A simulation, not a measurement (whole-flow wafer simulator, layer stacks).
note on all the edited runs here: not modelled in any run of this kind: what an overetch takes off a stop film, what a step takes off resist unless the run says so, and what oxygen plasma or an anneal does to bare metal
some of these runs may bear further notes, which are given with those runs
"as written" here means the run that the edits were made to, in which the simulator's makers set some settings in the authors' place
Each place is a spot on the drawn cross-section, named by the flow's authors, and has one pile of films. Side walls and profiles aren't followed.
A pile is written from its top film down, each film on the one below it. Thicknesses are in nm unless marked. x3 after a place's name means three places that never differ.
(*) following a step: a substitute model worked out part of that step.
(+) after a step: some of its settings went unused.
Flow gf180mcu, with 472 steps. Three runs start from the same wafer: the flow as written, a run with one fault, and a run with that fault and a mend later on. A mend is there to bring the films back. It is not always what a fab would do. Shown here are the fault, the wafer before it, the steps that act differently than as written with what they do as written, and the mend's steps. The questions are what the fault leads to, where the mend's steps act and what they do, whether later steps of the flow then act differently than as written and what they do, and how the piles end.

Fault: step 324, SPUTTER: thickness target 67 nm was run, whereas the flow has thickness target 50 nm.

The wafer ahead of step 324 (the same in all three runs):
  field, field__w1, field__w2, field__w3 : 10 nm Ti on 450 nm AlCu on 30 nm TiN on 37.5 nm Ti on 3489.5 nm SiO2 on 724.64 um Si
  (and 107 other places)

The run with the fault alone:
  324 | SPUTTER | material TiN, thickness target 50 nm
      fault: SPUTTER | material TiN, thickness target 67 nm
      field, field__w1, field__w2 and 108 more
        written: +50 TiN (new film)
        fault: +67 TiN (new film)
  Steps further on in the flow that do not act as written (5 more steps, not shown, differ only slightly: by at most 2% or 0.5 nm, whichever is larger):
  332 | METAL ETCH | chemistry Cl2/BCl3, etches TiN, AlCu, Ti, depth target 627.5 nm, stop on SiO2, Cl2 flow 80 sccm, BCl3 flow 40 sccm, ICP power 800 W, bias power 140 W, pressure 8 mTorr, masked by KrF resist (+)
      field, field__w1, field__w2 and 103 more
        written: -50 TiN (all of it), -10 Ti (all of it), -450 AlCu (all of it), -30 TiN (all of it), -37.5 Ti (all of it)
        fault: -67 TiN (all of it), -10 Ti (all of it), -450 AlCu (all of it), -30 TiN (all of it), -37.5 Ti (all of it)
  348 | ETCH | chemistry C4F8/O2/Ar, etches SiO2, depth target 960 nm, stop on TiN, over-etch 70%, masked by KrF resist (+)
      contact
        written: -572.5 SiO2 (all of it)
        fault: -555.5 SiO2 (all of it)
  At field__w8, contact, m1, m1__w1, m1_nw, the piles at the end differ from the flow's by more than 2% or 0.5 nm, whichever is larger.
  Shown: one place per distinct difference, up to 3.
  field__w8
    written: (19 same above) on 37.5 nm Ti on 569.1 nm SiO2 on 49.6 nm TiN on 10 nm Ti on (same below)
    fault: (19 same above) on 37.5 nm Ti on 552.1 nm SiO2 on 66.6 nm TiN on 10 nm Ti on (same below)
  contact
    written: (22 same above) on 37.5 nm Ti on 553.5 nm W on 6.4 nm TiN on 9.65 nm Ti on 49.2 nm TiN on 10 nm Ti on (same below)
    fault: (22 same above) on 37.5 nm Ti on 536.3 nm W on 6.47 nm TiN on 9.75 nm Ti on 66.2 nm TiN on 10 nm Ti on (same below)

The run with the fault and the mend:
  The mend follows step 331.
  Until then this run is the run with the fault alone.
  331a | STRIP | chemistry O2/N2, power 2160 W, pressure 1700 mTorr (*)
      field__w8, contact, m1, m1__w1, m1_nw
        -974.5 KrF resist (all of it)
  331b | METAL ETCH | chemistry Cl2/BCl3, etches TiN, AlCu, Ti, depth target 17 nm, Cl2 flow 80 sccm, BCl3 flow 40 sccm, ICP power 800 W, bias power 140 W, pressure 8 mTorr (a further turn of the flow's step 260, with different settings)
      field, field__w1, field__w2 and 108 more
        -17 TiN
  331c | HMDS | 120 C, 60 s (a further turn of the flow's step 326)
      alters no film at any place that is followed
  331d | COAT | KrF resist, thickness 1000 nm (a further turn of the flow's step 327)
      field, field__w1, field__w2 and 108 more
        +1000 KrF resist (new film)
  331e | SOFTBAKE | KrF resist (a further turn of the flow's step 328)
      alters no film at any place that is followed
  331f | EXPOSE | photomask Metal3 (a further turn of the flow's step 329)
      alters no film at any place that is followed
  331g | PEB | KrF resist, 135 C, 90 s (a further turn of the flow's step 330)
      field, field__w1, field__w2 and 108 more
        -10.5 KrF resist
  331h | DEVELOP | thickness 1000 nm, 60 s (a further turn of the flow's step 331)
      field, field__w1, field__w2 and 103 more
        -989.5 KrF resist (all of it)
      field__w8, contact, m1, m1__w1, m1_nw
        -14.9 KrF resist
  Later steps of the flow that are run all act as written at every place that is followed.
  By the end, the piles equal the flow's at every place that both follow.
